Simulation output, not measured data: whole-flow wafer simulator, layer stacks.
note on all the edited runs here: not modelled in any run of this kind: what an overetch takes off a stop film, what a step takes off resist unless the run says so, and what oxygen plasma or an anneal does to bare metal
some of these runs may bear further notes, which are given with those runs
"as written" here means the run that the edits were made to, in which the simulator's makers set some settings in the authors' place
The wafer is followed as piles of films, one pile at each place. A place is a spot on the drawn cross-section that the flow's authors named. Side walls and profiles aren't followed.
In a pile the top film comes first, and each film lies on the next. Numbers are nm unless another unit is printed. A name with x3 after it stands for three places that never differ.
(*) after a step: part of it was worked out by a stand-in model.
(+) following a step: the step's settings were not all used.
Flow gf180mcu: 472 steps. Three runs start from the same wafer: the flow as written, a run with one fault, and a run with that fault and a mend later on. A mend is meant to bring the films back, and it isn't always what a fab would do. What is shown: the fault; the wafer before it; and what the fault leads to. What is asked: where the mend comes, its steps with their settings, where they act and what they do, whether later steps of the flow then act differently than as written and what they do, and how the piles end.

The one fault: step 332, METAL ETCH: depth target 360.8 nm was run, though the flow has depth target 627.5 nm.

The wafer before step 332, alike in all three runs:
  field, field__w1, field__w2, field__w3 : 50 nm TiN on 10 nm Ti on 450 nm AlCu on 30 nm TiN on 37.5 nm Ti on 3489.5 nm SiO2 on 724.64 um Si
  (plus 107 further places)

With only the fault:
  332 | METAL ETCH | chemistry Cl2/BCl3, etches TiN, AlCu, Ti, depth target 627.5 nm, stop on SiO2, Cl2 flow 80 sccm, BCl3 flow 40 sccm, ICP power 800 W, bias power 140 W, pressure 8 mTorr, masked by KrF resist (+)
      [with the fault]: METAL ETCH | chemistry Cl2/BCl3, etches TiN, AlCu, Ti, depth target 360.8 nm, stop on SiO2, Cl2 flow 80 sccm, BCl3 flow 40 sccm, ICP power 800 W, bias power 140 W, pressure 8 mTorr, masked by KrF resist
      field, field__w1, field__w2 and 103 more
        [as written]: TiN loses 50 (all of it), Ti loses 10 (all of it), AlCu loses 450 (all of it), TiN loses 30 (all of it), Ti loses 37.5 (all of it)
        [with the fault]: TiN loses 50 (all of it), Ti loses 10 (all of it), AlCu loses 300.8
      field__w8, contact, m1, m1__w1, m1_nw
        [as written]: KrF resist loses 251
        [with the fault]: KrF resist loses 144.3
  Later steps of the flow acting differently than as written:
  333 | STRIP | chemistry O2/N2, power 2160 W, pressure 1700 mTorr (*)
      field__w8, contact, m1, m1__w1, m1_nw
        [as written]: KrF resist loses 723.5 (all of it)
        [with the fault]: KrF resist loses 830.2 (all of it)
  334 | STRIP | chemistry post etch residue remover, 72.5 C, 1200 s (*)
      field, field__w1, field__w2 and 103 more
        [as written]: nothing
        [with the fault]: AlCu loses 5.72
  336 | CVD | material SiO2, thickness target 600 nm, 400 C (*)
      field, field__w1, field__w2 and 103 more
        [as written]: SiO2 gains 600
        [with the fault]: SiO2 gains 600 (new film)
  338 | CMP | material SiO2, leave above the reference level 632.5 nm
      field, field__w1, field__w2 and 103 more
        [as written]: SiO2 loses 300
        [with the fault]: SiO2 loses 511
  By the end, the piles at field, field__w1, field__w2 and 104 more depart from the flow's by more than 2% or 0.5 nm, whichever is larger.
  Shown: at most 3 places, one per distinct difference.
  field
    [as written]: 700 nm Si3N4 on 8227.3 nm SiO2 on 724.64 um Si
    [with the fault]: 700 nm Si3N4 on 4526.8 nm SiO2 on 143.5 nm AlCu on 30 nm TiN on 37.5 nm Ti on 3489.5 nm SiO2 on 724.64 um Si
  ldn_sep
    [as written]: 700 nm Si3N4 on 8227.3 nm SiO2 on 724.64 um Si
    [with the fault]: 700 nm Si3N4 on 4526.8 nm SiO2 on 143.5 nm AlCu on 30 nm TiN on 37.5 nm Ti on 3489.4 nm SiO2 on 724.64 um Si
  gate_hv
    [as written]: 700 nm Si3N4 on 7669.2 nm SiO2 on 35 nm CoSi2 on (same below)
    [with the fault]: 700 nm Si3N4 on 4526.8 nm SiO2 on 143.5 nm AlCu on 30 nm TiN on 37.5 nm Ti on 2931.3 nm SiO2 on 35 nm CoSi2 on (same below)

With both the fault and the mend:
  The mend stands after step 332.
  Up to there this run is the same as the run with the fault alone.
  332a | METAL ETCH | chemistry Cl2/BCl3, etches TiN, AlCu, Ti, depth target 266.7 nm, stop on SiO2, Cl2 flow 80 sccm, BCl3 flow 40 sccm, ICP power 800 W, bias power 140 W, pressure 8 mTorr, masked by KrF resist (+) (a further turn of the flow's step 332, with different settings)
      field, field__w1, field__w2 and 103 more
        AlCu loses 149.2 (all of it), TiN loses 30 (all of it), Ti loses 37.5 (all of it)
      field__w8, contact, m1, m1__w1, m1_nw
        KrF resist loses 106.7
  Every later step of the flow that is run acts as written at every place that is followed.
  By the end, the piles equal the flow's at every place that both follow.
